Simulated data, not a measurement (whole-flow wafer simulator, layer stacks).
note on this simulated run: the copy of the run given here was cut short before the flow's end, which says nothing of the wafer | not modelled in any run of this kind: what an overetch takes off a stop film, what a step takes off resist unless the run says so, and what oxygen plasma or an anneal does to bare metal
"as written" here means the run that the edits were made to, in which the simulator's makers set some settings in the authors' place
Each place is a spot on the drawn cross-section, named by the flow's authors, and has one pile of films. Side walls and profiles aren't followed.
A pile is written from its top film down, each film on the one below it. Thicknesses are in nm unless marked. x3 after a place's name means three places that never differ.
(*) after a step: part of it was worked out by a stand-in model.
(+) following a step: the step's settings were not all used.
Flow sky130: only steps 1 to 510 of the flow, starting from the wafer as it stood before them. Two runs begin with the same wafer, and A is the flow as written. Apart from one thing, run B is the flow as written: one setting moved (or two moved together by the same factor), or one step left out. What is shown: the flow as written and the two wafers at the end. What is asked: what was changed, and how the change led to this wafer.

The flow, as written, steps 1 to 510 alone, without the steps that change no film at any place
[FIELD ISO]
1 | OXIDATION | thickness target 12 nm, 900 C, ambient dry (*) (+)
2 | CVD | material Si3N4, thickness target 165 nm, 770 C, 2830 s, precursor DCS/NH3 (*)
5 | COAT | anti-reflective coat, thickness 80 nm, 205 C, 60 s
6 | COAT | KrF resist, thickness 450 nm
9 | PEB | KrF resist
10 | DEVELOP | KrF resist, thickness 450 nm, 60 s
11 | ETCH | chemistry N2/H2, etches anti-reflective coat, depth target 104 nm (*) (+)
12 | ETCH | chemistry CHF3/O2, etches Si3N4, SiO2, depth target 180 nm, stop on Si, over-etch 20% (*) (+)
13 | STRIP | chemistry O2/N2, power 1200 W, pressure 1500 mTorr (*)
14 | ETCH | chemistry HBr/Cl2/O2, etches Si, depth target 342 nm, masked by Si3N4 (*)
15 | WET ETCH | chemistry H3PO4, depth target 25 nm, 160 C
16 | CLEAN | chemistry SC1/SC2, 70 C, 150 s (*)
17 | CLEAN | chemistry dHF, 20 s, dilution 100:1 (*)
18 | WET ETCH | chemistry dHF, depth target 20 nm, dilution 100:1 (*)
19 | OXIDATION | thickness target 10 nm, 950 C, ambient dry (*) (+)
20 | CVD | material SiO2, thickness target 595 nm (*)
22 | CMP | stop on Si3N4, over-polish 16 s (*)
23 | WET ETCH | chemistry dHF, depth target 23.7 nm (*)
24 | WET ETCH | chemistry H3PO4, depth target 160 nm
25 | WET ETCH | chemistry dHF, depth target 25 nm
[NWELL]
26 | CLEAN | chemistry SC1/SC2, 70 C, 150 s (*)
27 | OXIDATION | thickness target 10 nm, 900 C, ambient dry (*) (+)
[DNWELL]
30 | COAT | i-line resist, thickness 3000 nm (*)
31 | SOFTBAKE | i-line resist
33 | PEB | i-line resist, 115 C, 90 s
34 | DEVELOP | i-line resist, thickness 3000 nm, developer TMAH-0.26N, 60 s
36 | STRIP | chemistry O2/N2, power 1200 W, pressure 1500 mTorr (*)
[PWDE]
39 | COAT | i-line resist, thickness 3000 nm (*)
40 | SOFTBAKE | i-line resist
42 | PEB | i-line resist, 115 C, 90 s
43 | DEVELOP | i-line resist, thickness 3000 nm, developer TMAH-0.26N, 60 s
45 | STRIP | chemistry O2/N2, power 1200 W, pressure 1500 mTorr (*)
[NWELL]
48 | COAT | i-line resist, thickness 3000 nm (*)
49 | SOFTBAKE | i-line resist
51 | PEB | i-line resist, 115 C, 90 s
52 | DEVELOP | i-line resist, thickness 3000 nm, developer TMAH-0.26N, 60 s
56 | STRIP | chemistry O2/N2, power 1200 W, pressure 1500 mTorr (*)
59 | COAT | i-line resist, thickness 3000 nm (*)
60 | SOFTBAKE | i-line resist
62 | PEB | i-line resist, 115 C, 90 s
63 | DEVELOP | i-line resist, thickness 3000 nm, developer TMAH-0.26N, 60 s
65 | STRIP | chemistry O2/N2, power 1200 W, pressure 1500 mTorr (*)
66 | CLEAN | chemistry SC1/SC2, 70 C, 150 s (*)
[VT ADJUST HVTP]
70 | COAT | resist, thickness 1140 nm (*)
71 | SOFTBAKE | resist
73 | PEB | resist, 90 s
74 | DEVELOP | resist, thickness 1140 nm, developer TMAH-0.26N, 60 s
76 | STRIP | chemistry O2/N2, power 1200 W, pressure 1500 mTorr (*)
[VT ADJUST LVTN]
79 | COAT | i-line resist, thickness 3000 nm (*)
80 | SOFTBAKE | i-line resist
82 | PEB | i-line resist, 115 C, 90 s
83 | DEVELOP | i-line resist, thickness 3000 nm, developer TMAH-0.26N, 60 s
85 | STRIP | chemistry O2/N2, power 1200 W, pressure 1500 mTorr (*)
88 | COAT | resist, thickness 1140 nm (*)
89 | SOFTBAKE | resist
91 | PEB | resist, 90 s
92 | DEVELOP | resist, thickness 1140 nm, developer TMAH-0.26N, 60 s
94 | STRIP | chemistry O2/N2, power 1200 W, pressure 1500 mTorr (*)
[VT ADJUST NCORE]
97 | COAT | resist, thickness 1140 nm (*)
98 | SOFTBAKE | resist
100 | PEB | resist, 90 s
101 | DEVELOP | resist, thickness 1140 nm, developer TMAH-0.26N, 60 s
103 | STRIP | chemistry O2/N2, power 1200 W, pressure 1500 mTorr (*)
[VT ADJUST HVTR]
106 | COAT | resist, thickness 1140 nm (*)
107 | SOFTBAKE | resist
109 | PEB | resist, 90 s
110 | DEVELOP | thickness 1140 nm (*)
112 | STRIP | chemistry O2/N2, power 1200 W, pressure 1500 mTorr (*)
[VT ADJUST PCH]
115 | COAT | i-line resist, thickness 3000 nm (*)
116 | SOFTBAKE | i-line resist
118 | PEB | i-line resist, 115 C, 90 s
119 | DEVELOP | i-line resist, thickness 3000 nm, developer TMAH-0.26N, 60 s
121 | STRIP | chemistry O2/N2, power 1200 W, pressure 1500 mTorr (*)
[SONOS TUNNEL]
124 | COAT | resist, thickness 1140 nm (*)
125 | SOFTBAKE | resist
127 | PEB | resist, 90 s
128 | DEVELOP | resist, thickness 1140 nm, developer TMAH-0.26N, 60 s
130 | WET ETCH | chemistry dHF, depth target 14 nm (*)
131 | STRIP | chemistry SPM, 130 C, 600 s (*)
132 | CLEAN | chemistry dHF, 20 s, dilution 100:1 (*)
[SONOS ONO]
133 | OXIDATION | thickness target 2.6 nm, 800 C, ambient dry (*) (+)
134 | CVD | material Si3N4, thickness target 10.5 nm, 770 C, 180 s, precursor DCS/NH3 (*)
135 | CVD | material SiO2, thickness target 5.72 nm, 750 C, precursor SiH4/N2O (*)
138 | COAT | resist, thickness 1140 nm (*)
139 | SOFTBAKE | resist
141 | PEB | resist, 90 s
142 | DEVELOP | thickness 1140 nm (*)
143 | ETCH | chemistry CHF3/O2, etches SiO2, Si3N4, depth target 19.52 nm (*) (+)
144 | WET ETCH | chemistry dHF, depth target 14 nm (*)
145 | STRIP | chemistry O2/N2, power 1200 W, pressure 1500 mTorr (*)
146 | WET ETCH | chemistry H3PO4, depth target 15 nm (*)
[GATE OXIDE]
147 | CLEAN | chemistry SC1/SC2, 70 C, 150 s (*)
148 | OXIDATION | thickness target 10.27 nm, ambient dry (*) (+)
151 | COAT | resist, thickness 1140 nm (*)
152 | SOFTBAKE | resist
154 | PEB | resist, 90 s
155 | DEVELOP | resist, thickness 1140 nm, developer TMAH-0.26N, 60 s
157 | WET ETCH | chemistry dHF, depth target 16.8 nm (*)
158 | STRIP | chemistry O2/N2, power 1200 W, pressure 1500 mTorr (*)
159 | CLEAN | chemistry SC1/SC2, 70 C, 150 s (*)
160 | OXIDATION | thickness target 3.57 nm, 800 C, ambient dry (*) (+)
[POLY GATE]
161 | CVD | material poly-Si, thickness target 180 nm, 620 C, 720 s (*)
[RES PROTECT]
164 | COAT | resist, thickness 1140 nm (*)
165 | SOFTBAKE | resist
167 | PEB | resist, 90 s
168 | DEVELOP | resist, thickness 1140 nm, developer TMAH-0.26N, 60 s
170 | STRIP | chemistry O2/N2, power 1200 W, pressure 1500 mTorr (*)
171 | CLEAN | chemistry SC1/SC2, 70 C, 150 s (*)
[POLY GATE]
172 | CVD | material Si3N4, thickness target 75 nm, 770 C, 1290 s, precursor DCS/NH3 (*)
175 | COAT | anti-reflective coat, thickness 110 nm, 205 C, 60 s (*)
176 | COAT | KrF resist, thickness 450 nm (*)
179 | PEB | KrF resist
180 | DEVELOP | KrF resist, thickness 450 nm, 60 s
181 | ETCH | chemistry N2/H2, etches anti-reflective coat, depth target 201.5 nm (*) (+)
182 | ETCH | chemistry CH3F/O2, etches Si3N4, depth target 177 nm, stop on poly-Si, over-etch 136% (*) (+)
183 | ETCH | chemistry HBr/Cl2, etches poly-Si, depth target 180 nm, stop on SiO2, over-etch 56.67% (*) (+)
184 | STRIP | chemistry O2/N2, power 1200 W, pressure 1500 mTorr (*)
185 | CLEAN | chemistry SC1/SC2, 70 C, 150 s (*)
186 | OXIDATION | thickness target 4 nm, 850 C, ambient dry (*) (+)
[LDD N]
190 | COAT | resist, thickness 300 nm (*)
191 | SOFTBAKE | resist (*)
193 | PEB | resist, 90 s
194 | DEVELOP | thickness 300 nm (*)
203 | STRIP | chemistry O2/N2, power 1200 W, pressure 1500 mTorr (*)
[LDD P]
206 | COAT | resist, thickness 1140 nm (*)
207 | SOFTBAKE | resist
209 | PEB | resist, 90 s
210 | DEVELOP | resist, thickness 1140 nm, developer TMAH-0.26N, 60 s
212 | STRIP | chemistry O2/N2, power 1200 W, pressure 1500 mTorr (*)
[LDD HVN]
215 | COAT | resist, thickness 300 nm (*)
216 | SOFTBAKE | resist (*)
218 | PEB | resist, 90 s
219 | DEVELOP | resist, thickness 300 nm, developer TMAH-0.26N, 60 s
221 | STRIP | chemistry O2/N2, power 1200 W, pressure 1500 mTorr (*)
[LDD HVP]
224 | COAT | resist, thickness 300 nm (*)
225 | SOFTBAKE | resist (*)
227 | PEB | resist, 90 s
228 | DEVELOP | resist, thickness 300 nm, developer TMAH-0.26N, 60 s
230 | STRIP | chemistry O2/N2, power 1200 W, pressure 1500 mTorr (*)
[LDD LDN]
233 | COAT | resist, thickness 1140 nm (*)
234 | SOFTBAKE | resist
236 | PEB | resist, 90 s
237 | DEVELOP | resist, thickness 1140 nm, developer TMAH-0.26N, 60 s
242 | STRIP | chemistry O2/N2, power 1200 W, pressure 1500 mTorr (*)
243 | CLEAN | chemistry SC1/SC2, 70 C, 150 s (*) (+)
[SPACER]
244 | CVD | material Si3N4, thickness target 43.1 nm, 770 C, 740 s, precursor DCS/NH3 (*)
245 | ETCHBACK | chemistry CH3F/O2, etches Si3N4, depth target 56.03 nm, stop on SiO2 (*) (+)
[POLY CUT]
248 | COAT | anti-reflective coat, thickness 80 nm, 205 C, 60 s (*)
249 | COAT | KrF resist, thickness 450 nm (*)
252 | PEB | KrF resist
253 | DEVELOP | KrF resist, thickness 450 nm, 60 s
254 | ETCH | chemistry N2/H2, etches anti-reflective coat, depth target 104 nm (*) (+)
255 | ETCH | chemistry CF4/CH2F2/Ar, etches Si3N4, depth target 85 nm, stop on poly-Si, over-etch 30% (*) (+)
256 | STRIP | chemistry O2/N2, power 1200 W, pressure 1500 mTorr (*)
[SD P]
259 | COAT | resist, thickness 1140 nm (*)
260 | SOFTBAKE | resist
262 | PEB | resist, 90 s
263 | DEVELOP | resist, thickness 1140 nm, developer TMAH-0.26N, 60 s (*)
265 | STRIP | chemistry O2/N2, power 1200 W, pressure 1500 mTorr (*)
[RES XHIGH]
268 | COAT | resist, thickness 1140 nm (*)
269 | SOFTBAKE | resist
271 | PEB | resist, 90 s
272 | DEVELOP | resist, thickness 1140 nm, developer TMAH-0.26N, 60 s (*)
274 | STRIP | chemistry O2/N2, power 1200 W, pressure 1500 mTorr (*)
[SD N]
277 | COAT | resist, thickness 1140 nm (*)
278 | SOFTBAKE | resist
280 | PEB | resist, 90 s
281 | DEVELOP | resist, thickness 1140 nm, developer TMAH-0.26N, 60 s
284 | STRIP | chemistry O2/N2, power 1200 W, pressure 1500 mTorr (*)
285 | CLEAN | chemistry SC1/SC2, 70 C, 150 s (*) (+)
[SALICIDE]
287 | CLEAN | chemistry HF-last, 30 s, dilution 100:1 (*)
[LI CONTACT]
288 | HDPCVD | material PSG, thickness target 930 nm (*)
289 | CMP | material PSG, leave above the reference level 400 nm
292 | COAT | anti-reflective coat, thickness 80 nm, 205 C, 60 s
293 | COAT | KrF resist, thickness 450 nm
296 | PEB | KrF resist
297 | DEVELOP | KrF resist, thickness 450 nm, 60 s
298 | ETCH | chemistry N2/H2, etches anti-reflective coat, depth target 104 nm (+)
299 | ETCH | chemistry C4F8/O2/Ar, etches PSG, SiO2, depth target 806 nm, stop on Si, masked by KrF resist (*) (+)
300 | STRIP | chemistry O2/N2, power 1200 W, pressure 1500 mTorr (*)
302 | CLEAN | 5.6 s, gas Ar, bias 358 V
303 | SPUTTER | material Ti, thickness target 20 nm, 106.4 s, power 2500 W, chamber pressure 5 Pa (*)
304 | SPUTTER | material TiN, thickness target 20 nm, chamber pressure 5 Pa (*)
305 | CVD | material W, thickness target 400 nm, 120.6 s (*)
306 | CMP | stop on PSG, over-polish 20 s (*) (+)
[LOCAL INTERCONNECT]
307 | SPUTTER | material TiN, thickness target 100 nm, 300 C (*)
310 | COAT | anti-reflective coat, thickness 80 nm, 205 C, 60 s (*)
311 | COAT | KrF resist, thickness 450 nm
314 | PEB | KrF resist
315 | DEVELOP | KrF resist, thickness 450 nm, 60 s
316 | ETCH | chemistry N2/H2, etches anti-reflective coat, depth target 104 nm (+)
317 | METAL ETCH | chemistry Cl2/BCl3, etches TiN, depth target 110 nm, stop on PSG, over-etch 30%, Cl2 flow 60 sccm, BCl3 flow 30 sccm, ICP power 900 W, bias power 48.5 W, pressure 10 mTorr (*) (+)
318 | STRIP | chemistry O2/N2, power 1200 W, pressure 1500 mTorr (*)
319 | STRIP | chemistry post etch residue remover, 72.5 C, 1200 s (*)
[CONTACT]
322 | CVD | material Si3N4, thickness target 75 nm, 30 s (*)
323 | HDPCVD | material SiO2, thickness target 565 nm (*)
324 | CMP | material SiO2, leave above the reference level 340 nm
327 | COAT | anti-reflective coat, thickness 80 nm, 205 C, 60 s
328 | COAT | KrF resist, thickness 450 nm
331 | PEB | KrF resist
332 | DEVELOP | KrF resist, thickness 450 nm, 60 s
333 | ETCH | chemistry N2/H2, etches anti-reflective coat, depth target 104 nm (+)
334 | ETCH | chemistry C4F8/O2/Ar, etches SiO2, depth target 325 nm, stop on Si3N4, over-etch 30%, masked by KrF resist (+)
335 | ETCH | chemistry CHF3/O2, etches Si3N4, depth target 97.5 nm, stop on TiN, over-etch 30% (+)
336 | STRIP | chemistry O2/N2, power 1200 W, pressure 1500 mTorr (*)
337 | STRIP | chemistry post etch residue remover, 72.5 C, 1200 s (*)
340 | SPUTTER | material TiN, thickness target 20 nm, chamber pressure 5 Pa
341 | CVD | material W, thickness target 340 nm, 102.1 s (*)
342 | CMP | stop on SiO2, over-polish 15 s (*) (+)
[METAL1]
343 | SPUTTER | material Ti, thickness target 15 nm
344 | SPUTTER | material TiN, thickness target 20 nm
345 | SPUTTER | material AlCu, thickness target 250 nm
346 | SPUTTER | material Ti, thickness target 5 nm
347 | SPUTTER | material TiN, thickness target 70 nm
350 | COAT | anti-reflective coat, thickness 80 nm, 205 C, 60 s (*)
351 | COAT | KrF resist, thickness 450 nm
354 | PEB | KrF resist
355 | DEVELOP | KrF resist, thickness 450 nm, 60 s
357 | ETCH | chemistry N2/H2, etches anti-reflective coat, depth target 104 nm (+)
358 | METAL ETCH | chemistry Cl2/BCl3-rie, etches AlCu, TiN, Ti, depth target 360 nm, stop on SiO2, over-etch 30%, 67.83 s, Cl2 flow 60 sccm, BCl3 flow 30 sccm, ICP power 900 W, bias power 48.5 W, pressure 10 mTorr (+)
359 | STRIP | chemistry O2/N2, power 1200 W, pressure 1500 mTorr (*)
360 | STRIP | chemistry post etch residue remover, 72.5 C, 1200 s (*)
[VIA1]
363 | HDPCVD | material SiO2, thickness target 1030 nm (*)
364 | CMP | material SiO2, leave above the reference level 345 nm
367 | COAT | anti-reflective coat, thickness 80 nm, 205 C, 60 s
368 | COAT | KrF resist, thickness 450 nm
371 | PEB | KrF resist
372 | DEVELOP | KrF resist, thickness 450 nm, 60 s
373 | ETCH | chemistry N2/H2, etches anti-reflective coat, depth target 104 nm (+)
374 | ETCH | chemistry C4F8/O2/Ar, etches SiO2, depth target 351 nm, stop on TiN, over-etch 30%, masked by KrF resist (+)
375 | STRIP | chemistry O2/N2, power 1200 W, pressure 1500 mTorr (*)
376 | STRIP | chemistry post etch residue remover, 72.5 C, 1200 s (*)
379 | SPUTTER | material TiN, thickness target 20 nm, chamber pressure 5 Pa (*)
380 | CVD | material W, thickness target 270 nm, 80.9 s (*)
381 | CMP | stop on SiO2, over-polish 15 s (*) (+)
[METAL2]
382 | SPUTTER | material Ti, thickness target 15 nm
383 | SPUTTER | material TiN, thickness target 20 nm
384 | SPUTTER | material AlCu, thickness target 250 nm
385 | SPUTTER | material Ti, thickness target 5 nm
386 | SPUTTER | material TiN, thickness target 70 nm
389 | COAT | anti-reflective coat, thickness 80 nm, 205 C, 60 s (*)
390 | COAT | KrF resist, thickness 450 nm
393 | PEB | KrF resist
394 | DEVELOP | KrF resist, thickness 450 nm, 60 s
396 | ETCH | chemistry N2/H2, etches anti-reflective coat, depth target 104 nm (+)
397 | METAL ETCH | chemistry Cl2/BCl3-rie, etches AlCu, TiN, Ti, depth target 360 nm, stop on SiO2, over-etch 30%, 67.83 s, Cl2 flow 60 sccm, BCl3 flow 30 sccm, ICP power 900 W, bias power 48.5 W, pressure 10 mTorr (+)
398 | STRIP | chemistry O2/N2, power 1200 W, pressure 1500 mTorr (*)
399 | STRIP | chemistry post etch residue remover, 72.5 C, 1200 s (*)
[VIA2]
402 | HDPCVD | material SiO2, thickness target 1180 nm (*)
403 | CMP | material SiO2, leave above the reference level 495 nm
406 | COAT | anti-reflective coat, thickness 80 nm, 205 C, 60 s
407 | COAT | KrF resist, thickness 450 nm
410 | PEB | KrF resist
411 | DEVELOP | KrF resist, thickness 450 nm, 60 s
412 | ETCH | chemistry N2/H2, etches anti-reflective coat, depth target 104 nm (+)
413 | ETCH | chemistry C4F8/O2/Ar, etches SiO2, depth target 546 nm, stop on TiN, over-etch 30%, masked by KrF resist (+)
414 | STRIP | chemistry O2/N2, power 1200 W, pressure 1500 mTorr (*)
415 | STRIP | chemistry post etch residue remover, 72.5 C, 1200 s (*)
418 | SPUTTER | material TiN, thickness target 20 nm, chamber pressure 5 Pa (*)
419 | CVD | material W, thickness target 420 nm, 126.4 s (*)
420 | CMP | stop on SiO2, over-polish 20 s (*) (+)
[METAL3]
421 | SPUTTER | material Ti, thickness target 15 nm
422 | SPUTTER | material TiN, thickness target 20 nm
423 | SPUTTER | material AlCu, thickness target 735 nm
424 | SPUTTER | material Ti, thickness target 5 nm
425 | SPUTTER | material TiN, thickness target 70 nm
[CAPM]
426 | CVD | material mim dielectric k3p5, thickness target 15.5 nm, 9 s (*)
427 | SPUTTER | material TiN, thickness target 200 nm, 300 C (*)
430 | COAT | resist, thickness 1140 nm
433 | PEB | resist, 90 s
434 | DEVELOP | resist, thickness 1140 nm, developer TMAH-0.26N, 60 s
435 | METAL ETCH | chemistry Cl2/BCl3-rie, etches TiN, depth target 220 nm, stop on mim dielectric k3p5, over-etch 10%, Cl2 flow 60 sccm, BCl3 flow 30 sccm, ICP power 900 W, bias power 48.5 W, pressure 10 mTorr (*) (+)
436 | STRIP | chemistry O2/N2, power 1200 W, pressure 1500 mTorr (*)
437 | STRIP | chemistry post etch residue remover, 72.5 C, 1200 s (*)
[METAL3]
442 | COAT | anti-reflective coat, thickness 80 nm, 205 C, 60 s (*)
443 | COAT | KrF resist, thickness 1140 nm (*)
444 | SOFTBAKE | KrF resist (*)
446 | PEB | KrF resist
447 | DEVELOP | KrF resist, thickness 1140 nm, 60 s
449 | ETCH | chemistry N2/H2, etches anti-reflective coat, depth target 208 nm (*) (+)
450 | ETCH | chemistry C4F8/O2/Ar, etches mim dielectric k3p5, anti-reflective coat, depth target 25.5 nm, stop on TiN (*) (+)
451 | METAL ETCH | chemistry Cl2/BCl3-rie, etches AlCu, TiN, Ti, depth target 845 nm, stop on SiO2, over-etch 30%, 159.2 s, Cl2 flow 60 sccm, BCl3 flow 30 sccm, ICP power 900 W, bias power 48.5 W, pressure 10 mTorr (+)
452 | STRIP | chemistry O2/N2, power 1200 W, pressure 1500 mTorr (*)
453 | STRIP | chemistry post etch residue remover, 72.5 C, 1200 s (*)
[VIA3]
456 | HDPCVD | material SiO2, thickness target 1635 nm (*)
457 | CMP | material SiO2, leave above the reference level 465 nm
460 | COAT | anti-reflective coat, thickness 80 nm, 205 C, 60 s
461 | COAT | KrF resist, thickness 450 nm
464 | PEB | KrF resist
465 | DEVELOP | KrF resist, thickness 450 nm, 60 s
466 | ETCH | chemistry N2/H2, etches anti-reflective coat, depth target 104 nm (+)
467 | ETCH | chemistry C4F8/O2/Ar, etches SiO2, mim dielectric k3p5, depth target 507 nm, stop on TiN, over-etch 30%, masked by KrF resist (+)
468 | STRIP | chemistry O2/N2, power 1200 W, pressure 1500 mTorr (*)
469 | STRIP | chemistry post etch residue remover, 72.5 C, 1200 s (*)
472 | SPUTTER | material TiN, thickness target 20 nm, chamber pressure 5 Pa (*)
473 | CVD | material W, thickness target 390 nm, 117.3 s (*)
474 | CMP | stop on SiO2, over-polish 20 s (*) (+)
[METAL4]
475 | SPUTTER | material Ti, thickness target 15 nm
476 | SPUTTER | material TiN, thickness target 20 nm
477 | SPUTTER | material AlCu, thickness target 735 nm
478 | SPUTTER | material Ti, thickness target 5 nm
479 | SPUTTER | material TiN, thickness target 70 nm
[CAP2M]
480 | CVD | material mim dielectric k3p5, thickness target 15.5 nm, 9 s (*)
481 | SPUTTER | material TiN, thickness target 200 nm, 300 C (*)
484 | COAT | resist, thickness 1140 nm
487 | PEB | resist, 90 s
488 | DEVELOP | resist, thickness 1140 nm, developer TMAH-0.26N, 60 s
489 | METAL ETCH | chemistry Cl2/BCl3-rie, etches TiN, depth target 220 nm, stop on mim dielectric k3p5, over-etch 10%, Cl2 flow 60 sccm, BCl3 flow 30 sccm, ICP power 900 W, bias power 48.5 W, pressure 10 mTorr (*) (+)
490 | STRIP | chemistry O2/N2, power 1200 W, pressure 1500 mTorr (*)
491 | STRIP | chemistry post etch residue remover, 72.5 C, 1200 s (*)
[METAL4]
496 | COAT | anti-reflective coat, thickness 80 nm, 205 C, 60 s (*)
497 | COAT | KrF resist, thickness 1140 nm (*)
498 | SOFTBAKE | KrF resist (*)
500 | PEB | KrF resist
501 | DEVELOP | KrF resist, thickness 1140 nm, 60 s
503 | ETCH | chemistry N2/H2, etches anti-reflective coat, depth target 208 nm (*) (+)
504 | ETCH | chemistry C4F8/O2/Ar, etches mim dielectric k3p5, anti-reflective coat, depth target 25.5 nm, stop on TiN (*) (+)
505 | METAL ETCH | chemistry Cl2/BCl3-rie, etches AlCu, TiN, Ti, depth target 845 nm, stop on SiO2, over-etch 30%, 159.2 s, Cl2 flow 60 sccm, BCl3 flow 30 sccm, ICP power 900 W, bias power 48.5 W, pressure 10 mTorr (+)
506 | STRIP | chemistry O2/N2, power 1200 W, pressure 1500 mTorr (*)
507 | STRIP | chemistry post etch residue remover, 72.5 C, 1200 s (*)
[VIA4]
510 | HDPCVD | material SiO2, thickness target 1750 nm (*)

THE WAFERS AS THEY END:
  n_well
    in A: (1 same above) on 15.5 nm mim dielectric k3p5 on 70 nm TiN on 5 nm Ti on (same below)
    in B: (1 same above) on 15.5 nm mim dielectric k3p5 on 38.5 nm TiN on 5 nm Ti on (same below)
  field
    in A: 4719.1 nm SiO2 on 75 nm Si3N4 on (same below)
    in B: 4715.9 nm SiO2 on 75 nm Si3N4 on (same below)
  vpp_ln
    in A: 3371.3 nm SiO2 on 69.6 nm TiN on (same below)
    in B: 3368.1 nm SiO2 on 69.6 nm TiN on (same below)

Cause: step 479, SPUTTER: thickness target 38.5 nm was run, though the flow has thickness target 70 nm.
The wafer lets one read it off: n_well has TiN 38.5, and step 479 as written asks for 70 nm.

Step by step, how the change led to this:
  479 | SPUTTER | material TiN, thickness target 70 nm
      field, active, n_well and 189 more: A TiN gains 70 (new film) | B TiN gains 38.5 (new film)
  505 | METAL ETCH | chemistry Cl2/BCl3-rie, etches AlCu, TiN, Ti, depth target 845 nm, stop on SiO2, over-etch 30%, 159.2 s, Cl2 flow 60 sccm, BCl3 flow 30 sccm, ICP power 900 W, bias power 48.5 W, pressure 10 mTorr (+)
      field, active, gate and 70 more: A TiN loses 70 (all of it), Ti loses 5 (all of it), AlCu loses 735 (all of it), TiN loses 20 (all of it), Ti loses 15 (all of it), SiO2 loses 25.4 | B TiN loses 38.5 (all of it), Ti loses 5 (all of it), AlCu loses 735 (all of it), TiN loses 20 (all of it), Ti loses 15 (all of it), SiO2 loses 28.5
      vpp_iso1, mim_edge_plate, m1_ln and 12 more: A TiN loses 70 (all of it), Ti loses 5 (all of it), AlCu loses 735 (all of it), TiN loses 20 (all of it), Ti loses 15 (all of it), SiO2 loses 25.3 | B TiN loses 38.5 (all of it), Ti loses 5 (all of it), AlCu loses 735 (all of it), TiN loses 20 (all of it), Ti loses 15 (all of it), SiO2 loses 28.5
